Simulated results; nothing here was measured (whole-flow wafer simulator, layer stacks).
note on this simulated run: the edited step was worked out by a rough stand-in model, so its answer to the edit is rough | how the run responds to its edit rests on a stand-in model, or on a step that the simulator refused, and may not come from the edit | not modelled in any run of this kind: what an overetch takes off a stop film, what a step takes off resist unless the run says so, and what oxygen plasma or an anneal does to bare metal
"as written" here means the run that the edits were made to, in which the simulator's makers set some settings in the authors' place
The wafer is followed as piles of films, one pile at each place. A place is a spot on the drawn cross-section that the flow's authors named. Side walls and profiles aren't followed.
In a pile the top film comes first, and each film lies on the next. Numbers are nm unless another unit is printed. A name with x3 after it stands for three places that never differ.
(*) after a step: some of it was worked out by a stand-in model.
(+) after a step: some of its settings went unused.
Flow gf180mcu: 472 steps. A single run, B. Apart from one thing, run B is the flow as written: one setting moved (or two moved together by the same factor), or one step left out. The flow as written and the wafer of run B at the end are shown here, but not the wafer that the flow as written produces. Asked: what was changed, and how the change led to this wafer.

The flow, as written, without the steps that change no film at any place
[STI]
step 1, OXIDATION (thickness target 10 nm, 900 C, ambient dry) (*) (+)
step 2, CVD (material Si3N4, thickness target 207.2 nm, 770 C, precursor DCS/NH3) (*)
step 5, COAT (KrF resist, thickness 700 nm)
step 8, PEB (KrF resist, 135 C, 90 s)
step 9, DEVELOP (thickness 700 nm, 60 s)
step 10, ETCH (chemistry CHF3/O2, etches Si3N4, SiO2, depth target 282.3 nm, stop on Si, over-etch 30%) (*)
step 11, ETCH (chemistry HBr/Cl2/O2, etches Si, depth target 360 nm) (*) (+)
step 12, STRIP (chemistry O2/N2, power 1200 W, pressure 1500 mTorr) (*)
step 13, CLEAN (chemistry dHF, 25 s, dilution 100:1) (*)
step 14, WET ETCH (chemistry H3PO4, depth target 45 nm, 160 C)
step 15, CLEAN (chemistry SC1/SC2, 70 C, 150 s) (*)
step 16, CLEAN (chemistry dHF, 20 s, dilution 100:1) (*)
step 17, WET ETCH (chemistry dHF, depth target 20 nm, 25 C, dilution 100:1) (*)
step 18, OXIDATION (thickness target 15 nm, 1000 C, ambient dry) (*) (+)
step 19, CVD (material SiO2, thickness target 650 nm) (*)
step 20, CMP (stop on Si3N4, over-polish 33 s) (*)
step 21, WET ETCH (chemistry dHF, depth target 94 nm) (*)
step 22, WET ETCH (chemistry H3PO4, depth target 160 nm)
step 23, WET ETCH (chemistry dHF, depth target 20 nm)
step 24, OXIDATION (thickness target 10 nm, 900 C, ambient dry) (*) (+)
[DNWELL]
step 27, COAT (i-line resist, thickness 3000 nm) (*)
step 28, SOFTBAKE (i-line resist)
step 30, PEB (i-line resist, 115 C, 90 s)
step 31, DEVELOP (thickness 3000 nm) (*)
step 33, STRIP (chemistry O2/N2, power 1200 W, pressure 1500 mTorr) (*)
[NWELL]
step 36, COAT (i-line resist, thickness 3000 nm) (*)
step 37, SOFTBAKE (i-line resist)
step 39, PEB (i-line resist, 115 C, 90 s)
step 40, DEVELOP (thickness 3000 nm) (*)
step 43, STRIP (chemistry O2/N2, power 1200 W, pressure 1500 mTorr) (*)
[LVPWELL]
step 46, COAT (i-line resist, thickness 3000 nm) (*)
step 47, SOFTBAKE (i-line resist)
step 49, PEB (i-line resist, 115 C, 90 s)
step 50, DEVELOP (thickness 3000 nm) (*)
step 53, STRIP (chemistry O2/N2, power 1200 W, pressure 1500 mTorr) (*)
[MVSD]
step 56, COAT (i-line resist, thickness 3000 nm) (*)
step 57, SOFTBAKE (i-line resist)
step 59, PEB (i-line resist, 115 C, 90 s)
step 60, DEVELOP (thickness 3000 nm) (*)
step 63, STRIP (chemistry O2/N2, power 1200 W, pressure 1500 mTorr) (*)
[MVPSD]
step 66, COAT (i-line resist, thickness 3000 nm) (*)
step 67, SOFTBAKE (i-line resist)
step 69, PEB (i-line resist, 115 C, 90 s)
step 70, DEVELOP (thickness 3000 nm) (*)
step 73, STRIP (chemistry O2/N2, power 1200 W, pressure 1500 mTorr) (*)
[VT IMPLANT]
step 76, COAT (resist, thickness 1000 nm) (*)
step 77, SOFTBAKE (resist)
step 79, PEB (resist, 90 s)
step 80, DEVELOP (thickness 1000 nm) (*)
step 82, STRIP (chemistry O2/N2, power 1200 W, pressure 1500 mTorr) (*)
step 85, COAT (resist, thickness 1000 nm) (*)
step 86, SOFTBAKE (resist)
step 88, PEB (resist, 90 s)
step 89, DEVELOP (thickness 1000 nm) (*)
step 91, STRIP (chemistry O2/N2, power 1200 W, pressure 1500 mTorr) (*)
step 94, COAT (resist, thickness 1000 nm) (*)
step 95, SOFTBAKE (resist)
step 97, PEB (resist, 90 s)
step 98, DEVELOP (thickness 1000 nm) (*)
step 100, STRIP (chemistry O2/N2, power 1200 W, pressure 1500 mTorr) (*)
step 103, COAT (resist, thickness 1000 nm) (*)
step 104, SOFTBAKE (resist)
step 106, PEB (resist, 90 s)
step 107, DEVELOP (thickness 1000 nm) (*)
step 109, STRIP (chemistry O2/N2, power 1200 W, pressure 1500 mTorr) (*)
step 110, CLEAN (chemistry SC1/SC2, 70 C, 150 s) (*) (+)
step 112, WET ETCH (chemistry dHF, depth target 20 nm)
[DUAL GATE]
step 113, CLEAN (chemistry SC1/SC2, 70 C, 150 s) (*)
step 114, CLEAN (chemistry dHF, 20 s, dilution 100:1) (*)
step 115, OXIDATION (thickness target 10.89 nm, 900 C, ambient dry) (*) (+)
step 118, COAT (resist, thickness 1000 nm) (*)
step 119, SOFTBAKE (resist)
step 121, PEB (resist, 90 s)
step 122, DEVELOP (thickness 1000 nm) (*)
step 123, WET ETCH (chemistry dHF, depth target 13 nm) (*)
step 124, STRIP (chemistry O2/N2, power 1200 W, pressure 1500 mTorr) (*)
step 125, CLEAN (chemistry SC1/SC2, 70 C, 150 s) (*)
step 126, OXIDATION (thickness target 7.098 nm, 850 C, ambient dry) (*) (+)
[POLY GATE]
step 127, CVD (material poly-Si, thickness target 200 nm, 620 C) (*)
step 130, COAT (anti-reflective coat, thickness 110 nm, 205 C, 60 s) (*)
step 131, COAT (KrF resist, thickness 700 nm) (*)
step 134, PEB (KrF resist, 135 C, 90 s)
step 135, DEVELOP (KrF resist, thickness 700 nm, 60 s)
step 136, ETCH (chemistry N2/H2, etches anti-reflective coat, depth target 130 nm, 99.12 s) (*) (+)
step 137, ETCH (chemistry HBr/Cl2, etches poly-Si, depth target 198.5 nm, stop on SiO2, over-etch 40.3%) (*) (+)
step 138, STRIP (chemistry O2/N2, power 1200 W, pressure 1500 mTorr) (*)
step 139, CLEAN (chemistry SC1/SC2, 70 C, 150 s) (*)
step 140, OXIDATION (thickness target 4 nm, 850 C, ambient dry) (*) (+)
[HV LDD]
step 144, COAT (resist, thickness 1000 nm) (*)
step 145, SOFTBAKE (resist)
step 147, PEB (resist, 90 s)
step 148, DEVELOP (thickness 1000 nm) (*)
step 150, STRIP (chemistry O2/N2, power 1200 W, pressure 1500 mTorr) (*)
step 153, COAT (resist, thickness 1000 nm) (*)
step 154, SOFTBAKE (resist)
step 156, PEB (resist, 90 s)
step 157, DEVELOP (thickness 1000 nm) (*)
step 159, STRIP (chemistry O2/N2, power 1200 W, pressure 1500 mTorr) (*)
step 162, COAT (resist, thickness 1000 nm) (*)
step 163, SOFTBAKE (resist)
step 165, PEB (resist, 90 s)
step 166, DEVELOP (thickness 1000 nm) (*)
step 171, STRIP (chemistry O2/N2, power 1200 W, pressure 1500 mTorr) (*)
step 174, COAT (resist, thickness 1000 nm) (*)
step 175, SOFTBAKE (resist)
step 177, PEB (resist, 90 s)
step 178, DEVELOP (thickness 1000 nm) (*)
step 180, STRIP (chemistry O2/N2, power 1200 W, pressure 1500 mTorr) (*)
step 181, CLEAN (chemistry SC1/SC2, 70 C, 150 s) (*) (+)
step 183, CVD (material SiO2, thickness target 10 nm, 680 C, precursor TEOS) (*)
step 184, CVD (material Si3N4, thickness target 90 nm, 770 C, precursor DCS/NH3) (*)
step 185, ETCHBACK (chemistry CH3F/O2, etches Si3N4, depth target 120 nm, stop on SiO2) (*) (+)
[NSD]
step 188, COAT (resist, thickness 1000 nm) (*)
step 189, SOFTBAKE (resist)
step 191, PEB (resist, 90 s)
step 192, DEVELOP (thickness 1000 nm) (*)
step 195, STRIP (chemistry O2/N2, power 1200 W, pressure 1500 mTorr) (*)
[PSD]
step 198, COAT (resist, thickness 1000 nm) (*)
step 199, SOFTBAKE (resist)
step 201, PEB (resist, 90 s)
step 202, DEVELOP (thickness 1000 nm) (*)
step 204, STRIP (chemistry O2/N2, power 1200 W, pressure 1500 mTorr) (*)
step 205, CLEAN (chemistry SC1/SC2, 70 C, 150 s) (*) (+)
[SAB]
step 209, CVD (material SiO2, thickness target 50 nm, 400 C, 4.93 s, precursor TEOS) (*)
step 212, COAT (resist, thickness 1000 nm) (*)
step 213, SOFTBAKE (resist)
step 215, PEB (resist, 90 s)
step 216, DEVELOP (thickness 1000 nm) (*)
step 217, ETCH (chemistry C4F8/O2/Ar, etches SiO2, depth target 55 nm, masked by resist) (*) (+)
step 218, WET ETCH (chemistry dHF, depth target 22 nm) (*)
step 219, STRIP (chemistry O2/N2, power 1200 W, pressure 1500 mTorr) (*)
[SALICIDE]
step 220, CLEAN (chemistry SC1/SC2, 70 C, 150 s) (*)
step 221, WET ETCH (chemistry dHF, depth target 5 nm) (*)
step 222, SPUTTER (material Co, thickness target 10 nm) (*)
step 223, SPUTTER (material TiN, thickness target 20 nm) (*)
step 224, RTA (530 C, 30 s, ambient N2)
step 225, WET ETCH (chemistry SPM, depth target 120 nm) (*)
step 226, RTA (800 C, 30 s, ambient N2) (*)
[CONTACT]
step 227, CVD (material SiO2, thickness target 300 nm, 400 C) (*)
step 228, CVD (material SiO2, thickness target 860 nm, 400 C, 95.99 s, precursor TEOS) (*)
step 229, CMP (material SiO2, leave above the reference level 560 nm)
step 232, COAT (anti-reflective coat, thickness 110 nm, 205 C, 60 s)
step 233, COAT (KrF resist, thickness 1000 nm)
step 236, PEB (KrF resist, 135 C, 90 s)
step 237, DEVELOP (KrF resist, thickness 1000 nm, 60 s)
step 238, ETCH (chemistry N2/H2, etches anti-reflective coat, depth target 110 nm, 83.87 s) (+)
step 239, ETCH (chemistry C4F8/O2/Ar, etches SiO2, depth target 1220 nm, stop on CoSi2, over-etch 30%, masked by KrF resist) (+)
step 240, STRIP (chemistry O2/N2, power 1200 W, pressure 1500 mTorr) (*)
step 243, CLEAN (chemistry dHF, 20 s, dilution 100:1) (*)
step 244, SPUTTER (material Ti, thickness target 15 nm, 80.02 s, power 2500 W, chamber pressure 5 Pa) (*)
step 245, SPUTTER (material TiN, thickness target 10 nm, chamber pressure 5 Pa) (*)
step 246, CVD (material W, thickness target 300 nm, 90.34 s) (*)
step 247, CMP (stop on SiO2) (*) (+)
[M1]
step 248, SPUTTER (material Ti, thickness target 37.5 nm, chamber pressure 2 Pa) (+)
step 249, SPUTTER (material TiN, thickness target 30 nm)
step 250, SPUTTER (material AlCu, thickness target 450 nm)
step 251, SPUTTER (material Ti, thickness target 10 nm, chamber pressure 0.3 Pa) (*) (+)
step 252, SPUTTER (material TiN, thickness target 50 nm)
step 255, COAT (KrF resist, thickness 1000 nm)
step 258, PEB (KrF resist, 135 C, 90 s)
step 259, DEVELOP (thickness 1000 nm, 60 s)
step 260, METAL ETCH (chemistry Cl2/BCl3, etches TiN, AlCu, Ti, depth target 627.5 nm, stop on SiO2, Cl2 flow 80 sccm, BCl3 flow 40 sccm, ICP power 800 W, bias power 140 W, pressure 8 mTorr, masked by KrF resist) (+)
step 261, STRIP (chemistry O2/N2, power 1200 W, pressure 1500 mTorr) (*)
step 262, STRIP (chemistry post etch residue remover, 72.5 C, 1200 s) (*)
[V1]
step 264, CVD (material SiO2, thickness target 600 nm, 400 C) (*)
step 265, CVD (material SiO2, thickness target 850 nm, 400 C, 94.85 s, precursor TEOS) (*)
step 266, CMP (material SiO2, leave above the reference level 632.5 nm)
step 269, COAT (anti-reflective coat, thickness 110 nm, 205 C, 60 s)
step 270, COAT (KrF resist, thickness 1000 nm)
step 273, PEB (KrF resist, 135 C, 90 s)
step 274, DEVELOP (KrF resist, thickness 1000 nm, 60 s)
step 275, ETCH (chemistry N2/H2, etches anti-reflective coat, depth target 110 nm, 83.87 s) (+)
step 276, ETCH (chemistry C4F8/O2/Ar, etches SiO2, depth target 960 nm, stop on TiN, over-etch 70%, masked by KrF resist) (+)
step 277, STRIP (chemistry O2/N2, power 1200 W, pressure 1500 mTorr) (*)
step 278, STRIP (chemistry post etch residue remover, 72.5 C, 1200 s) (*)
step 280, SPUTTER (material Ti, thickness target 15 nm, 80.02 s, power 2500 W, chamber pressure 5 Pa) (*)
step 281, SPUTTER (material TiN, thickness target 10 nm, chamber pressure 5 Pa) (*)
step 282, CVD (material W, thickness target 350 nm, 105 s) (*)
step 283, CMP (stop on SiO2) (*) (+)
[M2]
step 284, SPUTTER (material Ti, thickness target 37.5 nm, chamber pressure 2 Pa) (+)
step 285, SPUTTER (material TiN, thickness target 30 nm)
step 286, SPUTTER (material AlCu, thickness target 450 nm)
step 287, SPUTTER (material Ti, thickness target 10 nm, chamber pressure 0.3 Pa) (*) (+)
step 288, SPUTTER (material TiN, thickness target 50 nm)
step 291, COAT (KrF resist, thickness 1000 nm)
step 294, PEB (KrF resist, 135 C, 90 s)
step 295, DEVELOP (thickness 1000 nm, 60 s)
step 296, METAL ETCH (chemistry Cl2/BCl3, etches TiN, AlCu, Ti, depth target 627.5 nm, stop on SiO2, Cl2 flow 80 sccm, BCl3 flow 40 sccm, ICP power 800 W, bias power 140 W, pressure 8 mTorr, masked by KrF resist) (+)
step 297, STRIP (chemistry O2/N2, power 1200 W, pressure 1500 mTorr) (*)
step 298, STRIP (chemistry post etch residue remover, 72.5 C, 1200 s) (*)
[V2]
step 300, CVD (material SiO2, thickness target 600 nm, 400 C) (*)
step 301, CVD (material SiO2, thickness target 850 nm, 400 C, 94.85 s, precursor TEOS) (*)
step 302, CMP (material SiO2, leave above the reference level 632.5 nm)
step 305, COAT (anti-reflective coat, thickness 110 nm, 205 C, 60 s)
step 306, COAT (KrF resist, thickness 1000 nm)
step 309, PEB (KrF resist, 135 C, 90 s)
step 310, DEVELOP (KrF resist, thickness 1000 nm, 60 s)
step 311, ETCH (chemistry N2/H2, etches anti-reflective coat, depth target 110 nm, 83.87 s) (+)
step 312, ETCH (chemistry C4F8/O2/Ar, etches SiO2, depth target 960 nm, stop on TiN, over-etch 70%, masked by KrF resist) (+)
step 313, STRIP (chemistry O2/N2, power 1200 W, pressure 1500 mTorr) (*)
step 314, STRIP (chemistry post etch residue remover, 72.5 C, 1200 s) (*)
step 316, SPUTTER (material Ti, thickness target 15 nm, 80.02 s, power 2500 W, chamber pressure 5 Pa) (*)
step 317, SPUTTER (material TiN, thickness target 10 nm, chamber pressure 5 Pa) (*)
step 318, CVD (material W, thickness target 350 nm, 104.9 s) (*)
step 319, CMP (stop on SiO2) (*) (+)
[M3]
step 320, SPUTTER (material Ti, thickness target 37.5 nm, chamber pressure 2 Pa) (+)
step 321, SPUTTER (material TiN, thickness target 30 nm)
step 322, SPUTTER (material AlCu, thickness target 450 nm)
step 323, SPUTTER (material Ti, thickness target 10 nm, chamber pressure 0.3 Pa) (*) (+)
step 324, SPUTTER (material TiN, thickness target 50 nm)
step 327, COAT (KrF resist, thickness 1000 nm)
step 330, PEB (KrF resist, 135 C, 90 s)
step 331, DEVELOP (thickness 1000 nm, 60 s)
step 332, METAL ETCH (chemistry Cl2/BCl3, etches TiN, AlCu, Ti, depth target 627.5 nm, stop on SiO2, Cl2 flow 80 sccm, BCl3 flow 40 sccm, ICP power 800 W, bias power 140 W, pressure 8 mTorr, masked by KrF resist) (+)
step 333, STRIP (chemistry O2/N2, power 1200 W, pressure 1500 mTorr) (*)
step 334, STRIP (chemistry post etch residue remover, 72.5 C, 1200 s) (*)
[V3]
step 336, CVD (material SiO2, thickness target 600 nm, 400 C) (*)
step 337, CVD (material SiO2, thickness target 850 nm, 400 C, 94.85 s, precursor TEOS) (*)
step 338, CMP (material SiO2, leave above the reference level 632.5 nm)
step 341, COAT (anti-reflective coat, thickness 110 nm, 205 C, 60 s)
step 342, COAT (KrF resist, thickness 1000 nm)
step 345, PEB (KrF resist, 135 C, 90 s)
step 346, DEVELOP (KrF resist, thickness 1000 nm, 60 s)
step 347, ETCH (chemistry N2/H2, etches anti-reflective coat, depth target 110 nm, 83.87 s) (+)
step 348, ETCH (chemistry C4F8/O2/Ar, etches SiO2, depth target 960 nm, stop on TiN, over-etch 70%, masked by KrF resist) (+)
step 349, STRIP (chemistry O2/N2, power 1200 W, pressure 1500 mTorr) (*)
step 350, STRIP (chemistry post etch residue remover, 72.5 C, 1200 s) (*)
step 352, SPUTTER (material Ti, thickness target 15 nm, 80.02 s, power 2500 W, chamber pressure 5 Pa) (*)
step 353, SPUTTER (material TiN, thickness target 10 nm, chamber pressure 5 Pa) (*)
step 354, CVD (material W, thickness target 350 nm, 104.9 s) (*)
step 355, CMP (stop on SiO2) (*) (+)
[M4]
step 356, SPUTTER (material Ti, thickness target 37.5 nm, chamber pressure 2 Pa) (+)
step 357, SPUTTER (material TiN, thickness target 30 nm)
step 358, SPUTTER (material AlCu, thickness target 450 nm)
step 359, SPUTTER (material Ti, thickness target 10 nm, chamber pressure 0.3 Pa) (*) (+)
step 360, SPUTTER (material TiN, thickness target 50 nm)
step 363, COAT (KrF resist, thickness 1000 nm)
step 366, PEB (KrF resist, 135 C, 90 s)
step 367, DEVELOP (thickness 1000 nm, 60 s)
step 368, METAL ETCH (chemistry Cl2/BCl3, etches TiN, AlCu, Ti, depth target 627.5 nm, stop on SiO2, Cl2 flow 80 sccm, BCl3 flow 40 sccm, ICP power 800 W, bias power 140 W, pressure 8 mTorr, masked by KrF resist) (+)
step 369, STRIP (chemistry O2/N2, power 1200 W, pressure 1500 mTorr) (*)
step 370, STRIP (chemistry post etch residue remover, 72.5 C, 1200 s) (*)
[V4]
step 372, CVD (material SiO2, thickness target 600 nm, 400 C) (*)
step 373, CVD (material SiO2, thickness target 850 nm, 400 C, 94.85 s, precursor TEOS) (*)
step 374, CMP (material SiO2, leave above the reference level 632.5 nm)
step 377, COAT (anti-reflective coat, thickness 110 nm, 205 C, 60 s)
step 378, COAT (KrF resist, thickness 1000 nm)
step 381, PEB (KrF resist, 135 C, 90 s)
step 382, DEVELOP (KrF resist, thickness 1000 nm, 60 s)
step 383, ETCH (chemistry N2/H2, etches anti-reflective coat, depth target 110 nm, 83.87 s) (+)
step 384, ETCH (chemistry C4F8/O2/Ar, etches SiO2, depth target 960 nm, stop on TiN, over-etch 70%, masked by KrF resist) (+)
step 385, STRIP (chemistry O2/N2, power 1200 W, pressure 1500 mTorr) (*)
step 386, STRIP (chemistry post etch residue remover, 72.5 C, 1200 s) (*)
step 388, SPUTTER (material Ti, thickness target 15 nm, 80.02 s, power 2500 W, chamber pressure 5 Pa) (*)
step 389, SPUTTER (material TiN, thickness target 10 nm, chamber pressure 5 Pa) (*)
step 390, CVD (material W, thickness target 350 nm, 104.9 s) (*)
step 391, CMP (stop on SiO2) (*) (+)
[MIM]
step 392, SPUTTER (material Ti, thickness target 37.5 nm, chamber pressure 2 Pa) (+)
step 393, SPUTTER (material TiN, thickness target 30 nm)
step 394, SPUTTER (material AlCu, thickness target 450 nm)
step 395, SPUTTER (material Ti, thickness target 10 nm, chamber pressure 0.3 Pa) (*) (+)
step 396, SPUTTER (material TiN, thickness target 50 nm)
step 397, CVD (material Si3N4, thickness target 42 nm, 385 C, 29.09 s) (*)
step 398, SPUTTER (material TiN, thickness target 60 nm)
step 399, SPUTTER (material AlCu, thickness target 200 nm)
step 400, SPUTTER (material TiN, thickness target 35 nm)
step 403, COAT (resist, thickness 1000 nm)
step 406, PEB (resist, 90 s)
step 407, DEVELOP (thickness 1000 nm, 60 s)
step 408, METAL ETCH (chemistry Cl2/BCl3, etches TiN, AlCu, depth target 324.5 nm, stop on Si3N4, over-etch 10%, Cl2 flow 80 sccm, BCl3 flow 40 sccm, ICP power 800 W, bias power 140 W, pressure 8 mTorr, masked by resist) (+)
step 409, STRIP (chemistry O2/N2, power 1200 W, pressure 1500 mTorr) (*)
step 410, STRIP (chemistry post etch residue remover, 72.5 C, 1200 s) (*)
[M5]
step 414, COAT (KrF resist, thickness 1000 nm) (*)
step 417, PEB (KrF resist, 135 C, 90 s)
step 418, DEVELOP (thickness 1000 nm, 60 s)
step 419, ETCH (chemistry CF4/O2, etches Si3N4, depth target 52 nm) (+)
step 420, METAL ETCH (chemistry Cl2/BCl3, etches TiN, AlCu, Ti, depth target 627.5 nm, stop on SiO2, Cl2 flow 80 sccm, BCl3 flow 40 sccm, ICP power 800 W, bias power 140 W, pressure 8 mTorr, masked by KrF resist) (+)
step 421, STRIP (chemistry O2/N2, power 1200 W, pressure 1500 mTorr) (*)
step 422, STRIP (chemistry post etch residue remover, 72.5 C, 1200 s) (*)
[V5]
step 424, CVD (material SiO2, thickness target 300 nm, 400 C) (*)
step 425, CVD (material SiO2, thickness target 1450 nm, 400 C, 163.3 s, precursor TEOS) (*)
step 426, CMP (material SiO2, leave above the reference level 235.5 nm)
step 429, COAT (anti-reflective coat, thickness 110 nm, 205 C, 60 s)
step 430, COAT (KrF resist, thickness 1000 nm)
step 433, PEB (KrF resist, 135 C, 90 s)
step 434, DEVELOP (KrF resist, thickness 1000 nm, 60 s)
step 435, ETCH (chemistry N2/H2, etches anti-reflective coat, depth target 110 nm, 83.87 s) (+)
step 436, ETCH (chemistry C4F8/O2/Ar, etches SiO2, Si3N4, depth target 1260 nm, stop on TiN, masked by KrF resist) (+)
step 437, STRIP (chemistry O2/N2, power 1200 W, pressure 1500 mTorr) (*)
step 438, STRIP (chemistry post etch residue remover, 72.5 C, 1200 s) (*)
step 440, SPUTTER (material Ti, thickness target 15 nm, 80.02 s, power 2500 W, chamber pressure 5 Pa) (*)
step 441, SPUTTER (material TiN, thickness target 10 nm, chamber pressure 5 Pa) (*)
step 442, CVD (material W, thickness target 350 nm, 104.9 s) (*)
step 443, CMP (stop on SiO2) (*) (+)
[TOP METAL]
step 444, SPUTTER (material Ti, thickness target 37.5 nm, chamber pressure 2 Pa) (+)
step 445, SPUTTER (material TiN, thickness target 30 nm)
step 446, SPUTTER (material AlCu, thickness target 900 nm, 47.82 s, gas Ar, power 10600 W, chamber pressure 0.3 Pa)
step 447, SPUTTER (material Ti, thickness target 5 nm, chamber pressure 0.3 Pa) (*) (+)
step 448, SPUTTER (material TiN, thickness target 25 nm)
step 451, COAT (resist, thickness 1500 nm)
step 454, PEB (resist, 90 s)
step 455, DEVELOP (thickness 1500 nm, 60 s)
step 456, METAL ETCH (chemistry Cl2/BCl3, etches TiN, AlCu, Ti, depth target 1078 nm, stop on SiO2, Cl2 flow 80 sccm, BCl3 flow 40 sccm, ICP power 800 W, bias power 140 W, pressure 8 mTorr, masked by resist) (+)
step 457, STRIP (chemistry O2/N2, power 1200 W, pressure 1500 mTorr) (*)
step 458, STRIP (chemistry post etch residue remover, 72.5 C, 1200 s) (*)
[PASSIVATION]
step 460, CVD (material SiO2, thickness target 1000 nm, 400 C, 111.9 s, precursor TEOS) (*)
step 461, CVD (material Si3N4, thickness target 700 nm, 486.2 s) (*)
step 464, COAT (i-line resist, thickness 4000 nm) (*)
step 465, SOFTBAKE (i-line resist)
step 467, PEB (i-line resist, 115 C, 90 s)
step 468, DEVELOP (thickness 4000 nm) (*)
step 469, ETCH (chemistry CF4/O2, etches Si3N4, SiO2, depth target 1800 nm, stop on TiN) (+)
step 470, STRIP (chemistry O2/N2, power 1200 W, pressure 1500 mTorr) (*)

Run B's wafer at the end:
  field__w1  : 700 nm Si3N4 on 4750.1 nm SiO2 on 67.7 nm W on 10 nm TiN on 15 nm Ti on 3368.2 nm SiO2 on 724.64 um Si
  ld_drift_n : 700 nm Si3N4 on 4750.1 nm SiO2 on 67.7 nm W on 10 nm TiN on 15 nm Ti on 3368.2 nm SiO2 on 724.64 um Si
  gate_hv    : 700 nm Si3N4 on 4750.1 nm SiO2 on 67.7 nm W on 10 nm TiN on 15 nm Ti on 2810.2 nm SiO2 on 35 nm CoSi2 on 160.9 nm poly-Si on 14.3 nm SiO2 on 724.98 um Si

What caused this: step 301, CVD: thickness target 425 nm was run, whereas the flow has thickness target 850 nm.

How this came from the change, step by step:
  step 301, CVD (material SiO2, thickness target 850 nm, 400 C, 94.85 s, precursor TEOS) (*)
      field, field__w1, field__w2 and 108 more: +425 SiO2 (in the flow as written it would be: +850 SiO2)
  step 302, CMP (material SiO2, leave above the reference level 632.5 nm)
      field, field__w1, field__w2 and 103 more: nothing (in the flow as written it would be: -300 SiO2)
      field__w8, contact, m1, m1__w1, m1_nw: -452.1 SiO2 (in the flow as written it would be: -877.1 SiO2)
  step 305, COAT (anti-reflective coat, thickness 110 nm, 205 C, 60 s)
      active, gate_p_hv5: +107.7 anti-reflective coat (new film) (in the flow as written it would be: +110 anti-reflective coat (new film))
      field: +156.5 anti-reflective coat (new film) (in the flow as written it would be: +110 anti-reflective coat (new film))
      (and at 21 other places as well)
  step 306, COAT (KrF resist, thickness 1000 nm)
      field: +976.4 KrF resist (new film) (in the flow as written it would be: +1000 KrF resist (new film))
      n_well: +979.2 KrF resist (new film) (in the flow as written it would be: +1000 KrF resist (new film))
      (and at 6 other places as well)
  step 310, DEVELOP (KrF resist, thickness 1000 nm, 60 s)
      contact: -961 KrF resist (all of it) (in the flow as written it would be: -993.3 KrF resist (all of it))
  step 311, ETCH (chemistry N2/H2, etches anti-reflective coat, depth target 110 nm, 83.87 s) (+)
      contact: -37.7 anti-reflective coat (all of it), -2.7 SiO2 (in the flow as written it would be: -110 anti-reflective coat (all of it), -0.85 SiO2)
  step 313, STRIP (chemistry O2/N2, power 1200 W, pressure 1500 mTorr) (*)
      field: -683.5 KrF resist (all of it), -156.5 anti-reflective coat (all of it) (in the flow as written it would be: -706.9 KrF resist (all of it), -110 anti-reflective coat (all of it))
      field__w1: -715.9 KrF resist (all of it), -107.4 anti-reflective coat (all of it) (in the flow as written it would be: -706.9 KrF resist (all of it), -110 anti-reflective coat (all of it))
      (and at 21 other places as well)
  step 316, SPUTTER (material Ti, thickness target 15 nm, 80.02 s, power 2500 W, chamber pressure 5 Pa) (*)
      contact: +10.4 Ti (new film) (in the flow as written it would be: +9.65 Ti (new film))
  step 318, CVD (material W, thickness target 350 nm, 104.9 s) (*)
      contact: +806 W (new film) (in the flow as written it would be: +932.3 W (new film))
  step 319, CMP (stop on SiO2) (*) (+)
      field, field__w1, field__w2 and 103 more: -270 W (in the flow as written it would be: -350 W (all of it), -10 TiN (all of it), -15 Ti (all of it), -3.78 SiO2)
      field__w8, m1, m1__w1, m1_nw: -350 W (all of it), -10 TiN (all of it), -15 Ti (all of it), -20 SiO2 (in the flow as written it would be: -350 W (all of it), -10 TiN (all of it), -15 Ti (all of it), -3.78 SiO2)
      (and at 1 other place as well)
  step 332, METAL ETCH (chemistry Cl2/BCl3, etches TiN, AlCu, Ti, depth target 627.5 nm, stop on SiO2, Cl2 flow 80 sccm, BCl3 flow 40 sccm, ICP power 800 W, bias power 140 W, pressure 8 mTorr, masked by KrF resist) (+)
      field, field__w1, field__w2 and 103 more: -50 TiN (all of it), -10 Ti (all of it), -450 AlCu (all of it), -30 TiN (all of it), -37.5 Ti (all of it), -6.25 W (in the flow as written it would be: -50 TiN (all of it), -10 Ti (all of it), -450 AlCu (all of it), -30 TiN (all of it), -37.5 Ti (all of it))
  step 334, STRIP (chemistry post etch residue remover, 72.5 C, 1200 s) (*)
      field, field__w1, field__w2 and 103 more: -6.01 W (in the flow as written it would be: nothing)
  step 336, CVD (material SiO2, thickness target 600 nm, 400 C) (*)
      field, field__w1, field__w2 and 103 more: +600 SiO2 (new film) (in the flow as written it would be: +600 SiO2)
  step 338, CMP (material SiO2, leave above the reference level 632.5 nm)
      field, field__w1, field__w2 and 103 more: -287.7 SiO2 (in the flow as written it would be: -300 SiO2)
Taking metal films that touch as one body, field__w1 has 1 body; the flow as written gives 0 bodies.
Taking metal films that touch as one body, ld_drift_n has 1 body; the flow as written gives 0 bodies.
Taking metal films that touch as one body, gate_hv has 2 bodies (between them, from the top down: SiO2 2810.2); the flow as written gives 1 body.
